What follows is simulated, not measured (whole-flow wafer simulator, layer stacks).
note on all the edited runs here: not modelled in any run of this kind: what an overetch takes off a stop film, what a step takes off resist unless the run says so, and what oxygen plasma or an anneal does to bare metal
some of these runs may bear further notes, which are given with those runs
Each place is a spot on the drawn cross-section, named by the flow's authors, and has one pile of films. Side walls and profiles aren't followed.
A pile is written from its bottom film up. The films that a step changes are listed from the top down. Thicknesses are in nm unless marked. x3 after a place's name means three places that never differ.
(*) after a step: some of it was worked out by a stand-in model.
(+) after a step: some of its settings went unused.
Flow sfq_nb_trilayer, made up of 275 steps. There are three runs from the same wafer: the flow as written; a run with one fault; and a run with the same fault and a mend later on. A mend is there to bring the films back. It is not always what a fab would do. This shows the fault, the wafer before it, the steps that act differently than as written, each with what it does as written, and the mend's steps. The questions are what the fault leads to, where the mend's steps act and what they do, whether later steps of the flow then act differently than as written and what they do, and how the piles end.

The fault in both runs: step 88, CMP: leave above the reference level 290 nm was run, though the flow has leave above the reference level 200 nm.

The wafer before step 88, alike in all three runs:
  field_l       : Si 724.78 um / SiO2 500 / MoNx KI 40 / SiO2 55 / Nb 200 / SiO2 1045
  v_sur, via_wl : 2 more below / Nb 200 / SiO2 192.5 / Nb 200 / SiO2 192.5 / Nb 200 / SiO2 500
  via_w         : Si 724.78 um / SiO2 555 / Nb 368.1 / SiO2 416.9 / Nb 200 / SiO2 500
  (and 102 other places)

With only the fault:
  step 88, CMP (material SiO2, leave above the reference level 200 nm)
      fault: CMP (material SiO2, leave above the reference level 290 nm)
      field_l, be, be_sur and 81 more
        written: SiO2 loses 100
        fault: SiO2 loses 10
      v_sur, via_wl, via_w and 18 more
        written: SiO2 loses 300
        fault: SiO2 loses 210
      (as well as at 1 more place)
  Later steps of the flow acting differently than as written (not shown: 4 more steps that differ only slightly, by at most 2% or 0.5 nm, whichever is larger):
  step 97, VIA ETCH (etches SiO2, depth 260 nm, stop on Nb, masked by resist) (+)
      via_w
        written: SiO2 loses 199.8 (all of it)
        fault: SiO2 loses 260
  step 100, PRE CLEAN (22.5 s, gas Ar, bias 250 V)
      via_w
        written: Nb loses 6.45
        fault: SiO2 loses 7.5
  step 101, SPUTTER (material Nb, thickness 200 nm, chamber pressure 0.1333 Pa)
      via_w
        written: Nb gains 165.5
        fault: Nb gains 152.6 (new film)
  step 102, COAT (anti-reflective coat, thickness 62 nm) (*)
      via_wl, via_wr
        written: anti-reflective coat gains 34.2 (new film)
        fault: anti-reflective coat gains 23 (new film)
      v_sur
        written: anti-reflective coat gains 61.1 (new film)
        fault: anti-reflective coat gains 55.7 (new film)
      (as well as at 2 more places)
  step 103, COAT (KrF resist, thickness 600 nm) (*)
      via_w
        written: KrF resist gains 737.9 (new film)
        fault: KrF resist gains 794 (new film)
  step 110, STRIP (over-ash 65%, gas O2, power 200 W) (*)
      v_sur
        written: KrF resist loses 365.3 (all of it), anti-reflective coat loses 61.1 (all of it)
        fault: KrF resist loses 362.3 (all of it), anti-reflective coat loses 55.7 (all of it)
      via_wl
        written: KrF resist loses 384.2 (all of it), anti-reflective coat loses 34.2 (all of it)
        fault: KrF resist loses 383.9 (all of it), anti-reflective coat loses 23 (all of it)
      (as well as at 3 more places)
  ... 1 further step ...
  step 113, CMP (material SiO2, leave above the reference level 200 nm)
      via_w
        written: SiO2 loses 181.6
        fault: SiO2 loses 157.1
  By the end, the piles at field_l, v_sur, via_wl and 103 more depart from the flow's by more than 2% or 0.5 nm, whichever is larger.
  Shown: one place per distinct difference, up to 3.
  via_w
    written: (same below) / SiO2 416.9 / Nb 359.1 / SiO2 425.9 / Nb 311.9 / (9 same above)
    fault: (same below) / SiO2 416.9 / Nb 200 / SiO2 22.3 / Nb 152.6 / SiO2 500.1 / Nb 311.9 / (9 same above)
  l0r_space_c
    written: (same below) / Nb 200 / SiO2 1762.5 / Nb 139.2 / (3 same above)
    fault: (same below) / Nb 200 / SiO2 1852.5 / Nb 139.2 / (3 same above)
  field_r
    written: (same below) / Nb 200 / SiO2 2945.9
    fault: (same below) / Nb 200 / SiO2 3035.9

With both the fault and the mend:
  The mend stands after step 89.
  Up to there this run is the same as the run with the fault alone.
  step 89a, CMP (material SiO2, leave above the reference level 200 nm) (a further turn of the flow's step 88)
      field_l, v_sur, via_wl and 103 more
        SiO2 loses 90
  None of the later steps of the flow acts differently than as written at any place that is followed.
  The piles end the same as the flow's at every place that both follow.
